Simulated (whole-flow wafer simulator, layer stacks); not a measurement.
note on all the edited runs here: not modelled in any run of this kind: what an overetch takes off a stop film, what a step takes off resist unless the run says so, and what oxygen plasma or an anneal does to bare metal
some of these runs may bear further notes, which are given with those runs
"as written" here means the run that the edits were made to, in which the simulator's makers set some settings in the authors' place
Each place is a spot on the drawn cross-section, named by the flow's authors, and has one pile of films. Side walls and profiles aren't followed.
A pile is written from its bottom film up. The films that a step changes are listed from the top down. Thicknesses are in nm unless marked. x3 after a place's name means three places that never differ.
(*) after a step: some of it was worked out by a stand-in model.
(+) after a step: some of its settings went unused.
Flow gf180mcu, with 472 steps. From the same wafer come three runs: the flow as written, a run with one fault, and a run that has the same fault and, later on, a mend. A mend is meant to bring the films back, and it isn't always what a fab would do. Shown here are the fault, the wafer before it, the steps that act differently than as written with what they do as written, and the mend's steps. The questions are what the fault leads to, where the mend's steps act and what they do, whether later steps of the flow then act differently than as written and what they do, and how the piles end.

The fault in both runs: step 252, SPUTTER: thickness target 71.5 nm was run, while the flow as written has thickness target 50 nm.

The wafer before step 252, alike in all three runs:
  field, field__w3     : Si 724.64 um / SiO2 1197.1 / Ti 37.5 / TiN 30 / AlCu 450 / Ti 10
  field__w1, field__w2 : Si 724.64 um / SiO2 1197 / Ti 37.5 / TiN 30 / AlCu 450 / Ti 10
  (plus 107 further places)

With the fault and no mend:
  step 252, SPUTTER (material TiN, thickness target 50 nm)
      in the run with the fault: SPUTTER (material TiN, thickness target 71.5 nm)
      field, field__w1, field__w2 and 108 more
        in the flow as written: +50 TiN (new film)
        in the run with the fault: +71.5 TiN (new film)
  Later steps of the flow acting differently than as written (not shown: 3 more steps that differ only slightly, by at most 2% or 0.5 nm, whichever is larger):
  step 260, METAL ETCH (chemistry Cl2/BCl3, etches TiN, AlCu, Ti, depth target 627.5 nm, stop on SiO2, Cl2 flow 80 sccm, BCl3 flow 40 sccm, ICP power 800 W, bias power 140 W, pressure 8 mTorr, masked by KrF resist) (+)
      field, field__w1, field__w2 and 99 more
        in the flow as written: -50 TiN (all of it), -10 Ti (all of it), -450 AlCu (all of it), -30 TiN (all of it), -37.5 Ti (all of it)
        in the run with the fault: -71.5 TiN (all of it), -10 Ti (all of it), -450 AlCu (all of it), -30 TiN (all of it), -37.5 Ti (all of it)
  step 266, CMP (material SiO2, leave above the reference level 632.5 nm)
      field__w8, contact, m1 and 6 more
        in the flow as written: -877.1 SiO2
        in the run with the fault: -898.6 SiO2
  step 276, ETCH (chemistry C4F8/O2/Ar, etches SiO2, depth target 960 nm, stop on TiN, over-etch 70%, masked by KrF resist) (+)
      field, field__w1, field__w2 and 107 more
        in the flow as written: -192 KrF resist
        in the run with the fault: -187.3 KrF resist
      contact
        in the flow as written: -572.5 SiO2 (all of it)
        in the run with the fault: -551 SiO2 (all of it)
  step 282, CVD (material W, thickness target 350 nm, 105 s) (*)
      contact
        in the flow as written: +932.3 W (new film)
        in the run with the fault: +910.6 W (new film)
  At field__w8, contact, m1 and 6 more, the piles at the end differ from the flow's by more than 2% or 0.5 nm, whichever is larger.
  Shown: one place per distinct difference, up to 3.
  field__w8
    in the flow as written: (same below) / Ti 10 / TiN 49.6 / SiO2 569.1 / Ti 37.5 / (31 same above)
    in the run with the fault: (same below) / Ti 10 / TiN 71.1 / SiO2 547.6 / Ti 37.5 / (31 same above)
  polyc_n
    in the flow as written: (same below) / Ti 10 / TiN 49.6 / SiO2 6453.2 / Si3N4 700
    in the run with the fault: (same below) / Ti 10 / TiN 71.1 / SiO2 6431.7 / Si3N4 700
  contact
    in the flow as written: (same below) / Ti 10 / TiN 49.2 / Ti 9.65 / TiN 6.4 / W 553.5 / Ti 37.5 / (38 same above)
    in the run with the fault: (same below) / Ti 10 / TiN 70.7 / Ti 9.77 / TiN 6.48 / W 531.8 / Ti 37.5 / (38 same above)

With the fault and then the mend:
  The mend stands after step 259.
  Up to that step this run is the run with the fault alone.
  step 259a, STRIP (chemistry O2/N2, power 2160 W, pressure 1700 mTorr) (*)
      field__w8, contact, m1 and 6 more
        -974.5 KrF resist (all of it)
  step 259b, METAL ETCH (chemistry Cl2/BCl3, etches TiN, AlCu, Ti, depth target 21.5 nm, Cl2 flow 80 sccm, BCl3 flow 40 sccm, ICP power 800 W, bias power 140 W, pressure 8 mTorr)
      field, field__w1, field__w2 and 108 more
        -21.5 TiN
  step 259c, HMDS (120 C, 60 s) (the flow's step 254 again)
      leaves every film unchanged at each place that is followed
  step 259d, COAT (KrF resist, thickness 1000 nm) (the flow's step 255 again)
      field, field__w1, field__w2 and 108 more
        +1000 KrF resist (new film)
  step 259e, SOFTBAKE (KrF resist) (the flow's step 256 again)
      leaves every film unchanged at each place that is followed
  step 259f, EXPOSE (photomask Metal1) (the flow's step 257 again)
      leaves every film unchanged at each place that is followed
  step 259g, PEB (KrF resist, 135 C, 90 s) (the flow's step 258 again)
      field, field__w1, field__w2 and 108 more
        -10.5 KrF resist
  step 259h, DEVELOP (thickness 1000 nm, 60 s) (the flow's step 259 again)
      field, field__w1, field__w2 and 99 more
        -989.5 KrF resist (all of it)
      field__w8, contact, m1 and 6 more
        -14.9 KrF resist
  Every later step of the flow that is run acts as written at every place that is followed.
  By the end, the piles equal the flow's at every place that both follow.
